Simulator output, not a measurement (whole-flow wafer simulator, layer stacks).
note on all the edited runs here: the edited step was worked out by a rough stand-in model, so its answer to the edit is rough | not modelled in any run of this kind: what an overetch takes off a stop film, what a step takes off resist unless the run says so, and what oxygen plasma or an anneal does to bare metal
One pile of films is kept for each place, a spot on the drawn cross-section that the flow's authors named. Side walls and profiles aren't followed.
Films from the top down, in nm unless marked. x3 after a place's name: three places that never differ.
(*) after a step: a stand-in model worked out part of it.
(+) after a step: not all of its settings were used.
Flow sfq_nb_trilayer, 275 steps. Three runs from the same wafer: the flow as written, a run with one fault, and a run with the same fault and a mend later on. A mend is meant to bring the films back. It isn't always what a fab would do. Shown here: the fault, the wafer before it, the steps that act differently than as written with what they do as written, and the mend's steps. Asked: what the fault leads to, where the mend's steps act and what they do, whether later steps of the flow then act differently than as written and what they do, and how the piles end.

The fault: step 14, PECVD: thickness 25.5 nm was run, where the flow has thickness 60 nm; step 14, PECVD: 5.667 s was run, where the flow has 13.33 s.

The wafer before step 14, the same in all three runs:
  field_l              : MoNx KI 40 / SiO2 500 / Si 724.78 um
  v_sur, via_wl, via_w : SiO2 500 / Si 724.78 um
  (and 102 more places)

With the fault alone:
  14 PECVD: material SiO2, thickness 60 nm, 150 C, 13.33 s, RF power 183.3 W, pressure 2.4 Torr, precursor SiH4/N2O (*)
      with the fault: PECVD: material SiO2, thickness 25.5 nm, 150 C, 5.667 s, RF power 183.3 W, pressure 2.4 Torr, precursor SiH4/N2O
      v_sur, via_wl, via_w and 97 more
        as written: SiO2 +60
        with the fault: SiO2 +25.5
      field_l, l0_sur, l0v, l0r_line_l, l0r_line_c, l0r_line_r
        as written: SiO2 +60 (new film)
        with the fault: SiO2 +25.5 (new film)
  Later steps of the flow that act differently than as written (10 more steps differ only slightly, by at most 2% or 0.5 nm, whichever is larger, and aren't shown):
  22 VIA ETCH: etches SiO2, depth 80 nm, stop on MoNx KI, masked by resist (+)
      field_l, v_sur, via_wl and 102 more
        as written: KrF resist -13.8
        with the fault: KrF resist -6.56
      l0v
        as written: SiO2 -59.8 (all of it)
        with the fault: SiO2 -25.3 (all of it)
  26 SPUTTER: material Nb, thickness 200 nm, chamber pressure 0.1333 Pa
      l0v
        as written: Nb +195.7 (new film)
        with the fault: Nb +200 (new film)
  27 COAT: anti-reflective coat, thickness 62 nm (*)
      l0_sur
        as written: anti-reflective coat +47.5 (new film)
        with the fault: anti-reflective coat +51.3 (new film)
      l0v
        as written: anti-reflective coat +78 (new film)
        with the fault: anti-reflective coat +67.4 (new film)
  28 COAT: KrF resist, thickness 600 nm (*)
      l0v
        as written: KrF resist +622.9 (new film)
        with the fault: KrF resist +602.4 (new film)
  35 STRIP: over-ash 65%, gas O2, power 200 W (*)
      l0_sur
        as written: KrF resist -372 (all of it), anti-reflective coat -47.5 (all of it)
        with the fault: KrF resist -373.9 (all of it), anti-reflective coat -51.3 (all of it)
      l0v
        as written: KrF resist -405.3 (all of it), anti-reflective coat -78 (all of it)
        with the fault: KrF resist -384.8 (all of it), anti-reflective coat -67.4 (all of it)
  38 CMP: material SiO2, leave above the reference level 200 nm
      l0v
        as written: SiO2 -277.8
        with the fault: SiO2 -316.6
  At the end the piles differ from the flow's by more than 2% or 0.5 nm, whichever is larger, at field_l, v_sur, via_wl and 100 more.
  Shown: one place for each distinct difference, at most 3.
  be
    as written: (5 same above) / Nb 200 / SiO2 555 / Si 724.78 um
    with the fault: (5 same above) / Nb 200 / SiO2 520.5 / Si 724.78 um
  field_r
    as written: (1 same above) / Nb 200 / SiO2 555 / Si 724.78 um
    with the fault: (1 same above) / Nb 200 / SiO2 520.5 / Si 724.78 um
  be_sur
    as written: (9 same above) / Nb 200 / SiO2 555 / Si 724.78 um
    with the fault: (9 same above) / Nb 200 / SiO2 520.5 / Si 724.78 um

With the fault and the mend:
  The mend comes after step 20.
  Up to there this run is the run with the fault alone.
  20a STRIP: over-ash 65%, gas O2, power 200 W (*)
      p4_fl x3, p4_w1 x9, p4_g1 x2 and 59 more
        KrF resist -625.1 (all of it), anti-reflective coat -62 (all of it)
      jj_sur, ce_l, c5j, ce_r, sp_r, be_r, r_sur
        KrF resist -632 (all of it), anti-reflective coat -63.7 (all of it)
      gap, res, r_end
        KrF resist -632.1 (all of it), anti-reflective coat -63.7 (all of it)
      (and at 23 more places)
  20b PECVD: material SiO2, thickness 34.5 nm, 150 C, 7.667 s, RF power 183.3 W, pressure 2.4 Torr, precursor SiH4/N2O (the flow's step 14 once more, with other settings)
      field_l, v_sur, via_wl and 103 more
        SiO2 +34.5
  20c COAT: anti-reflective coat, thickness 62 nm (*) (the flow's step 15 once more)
      p4_fl x3, p4_w1 x9, p4_g1 x2 and 59 more
        anti-reflective coat +62 (new film)
      be_sur, gap, jj_sur and 8 more
        anti-reflective coat +63.7 (new film)
      wire, be, moat, field_r, lsp_l
        anti-reflective coat +63.8 (new film)
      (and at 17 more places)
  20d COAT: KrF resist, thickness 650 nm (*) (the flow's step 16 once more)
      p4_fl x3, p4_w1 x9, p4_g1 x2 and 59 more
        KrF resist +650 (new film)
      jj_sur, ce_l, c5j, ce_r, sp_r, be_r, r_sur
        KrF resist +656.9 (new film)
      v_sur, via_wr
        KrF resist +659.5 (new film)
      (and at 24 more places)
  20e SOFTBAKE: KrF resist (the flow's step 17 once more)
      changes no film at any place that is followed
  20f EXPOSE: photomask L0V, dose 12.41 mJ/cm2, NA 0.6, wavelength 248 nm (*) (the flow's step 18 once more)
      changes no film at any place that is followed
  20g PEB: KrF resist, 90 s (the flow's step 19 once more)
      p4_fl x3, p4_w1 x9, p4_g1 x2 and 59 more
        KrF resist -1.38
      via_v, wire, be and 15 more
        KrF resist -1.39
      v_sur, via_w, via_wr, via_sp, lsp_m, ln_m6, lsp_r
        KrF resist -1.4
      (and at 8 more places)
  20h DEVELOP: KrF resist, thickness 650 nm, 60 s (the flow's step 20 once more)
      field_l, v_sur, via_wl and 102 more
        KrF resist -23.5
      l0v
        KrF resist -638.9 (all of it)
  No later step of the flow acts differently than as written, at any place that is followed, by more than 2% or 0.5 nm, whichever is larger.
  At the end the piles are the same as the flow's at every place that both follow.
